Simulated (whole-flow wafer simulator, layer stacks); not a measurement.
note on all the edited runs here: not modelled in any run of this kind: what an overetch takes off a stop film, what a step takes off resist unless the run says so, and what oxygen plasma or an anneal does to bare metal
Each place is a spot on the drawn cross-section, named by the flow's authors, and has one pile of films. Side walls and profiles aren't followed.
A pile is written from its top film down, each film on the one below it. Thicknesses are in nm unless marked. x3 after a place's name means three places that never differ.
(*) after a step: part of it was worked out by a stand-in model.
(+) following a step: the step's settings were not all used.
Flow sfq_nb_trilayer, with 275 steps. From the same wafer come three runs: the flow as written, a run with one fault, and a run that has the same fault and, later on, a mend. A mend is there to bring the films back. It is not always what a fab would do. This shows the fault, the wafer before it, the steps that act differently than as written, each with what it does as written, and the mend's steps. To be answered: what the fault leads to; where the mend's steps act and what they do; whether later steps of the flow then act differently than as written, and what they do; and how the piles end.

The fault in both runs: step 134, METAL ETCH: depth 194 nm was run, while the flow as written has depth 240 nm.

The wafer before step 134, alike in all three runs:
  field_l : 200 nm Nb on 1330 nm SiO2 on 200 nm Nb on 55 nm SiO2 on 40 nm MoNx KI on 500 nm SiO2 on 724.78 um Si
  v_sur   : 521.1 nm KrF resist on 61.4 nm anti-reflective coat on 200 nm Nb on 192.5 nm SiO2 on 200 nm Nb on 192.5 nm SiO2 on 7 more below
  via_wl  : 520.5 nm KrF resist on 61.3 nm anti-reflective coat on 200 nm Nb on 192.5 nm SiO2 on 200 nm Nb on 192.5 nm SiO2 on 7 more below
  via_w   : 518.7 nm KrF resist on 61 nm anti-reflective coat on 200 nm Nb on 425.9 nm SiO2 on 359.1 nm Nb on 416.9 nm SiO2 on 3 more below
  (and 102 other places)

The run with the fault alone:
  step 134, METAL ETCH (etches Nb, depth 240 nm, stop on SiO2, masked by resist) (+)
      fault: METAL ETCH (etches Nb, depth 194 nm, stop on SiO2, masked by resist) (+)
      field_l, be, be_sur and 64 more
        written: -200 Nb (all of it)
        fault: -194 Nb
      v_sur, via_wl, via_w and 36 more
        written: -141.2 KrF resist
        fault: -114.1 KrF resist
  Steps later in the flow that act otherwise than as written:
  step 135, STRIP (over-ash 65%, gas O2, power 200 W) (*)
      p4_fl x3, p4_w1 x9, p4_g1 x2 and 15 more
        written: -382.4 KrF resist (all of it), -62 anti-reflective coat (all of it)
        fault: -409.4 KrF resist (all of it), -62 anti-reflective coat (all of it)
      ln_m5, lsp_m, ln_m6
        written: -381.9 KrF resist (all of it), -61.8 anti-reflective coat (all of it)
        fault: -409 KrF resist (all of it), -61.8 anti-reflective coat (all of it)
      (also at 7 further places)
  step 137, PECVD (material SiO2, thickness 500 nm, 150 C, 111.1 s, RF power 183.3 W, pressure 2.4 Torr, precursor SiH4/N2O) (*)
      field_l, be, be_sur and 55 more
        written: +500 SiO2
        fault: +500 SiO2 (new film)
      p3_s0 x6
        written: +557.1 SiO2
        fault: +551.1 SiO2 (new film)
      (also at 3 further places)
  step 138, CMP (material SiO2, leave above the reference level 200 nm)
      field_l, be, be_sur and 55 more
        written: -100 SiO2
        fault: -106 SiO2
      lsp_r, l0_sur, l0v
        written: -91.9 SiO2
        fault: -98.2 SiO2
  At field_l, be, be_sur and 64 more, the piles at the end differ from the flow's by more than 2% or 0.5 nm, whichever is larger.
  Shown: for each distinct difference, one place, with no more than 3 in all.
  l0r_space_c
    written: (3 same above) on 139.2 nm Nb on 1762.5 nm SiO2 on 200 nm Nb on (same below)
    fault: (3 same above) on 139.2 nm Nb on 386.5 nm SiO2 on 6 nm Nb on 1370 nm SiO2 on 200 nm Nb on (same below)
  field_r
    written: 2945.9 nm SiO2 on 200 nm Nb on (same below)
    fault: 1569.9 nm SiO2 on 6 nm Nb on 1370 nm SiO2 on 200 nm Nb on (same below)
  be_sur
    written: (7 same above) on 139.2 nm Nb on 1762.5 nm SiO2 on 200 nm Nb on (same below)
    fault: (7 same above) on 139.2 nm Nb on 386.5 nm SiO2 on 6 nm Nb on 1370 nm SiO2 on 200 nm Nb on (same below)

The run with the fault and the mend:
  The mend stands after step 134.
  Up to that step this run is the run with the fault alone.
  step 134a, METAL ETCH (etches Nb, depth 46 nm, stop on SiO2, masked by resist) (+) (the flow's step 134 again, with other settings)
      field_l, be, be_sur and 64 more
        -6 Nb (all of it)
      v_sur, via_wl, via_w and 36 more
        -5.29 KrF resist
  Steps later in the flow that act otherwise than as written:
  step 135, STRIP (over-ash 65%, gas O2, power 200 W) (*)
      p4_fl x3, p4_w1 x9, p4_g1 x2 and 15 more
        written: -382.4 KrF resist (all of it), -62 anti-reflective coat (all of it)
        mend: -404.1 KrF resist (all of it), -62 anti-reflective coat (all of it)
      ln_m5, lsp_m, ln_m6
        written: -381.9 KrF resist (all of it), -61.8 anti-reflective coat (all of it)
        mend: -403.7 KrF resist (all of it), -61.8 anti-reflective coat (all of it)
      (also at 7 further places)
  By the end, the piles equal the flow's at every place that both follow.
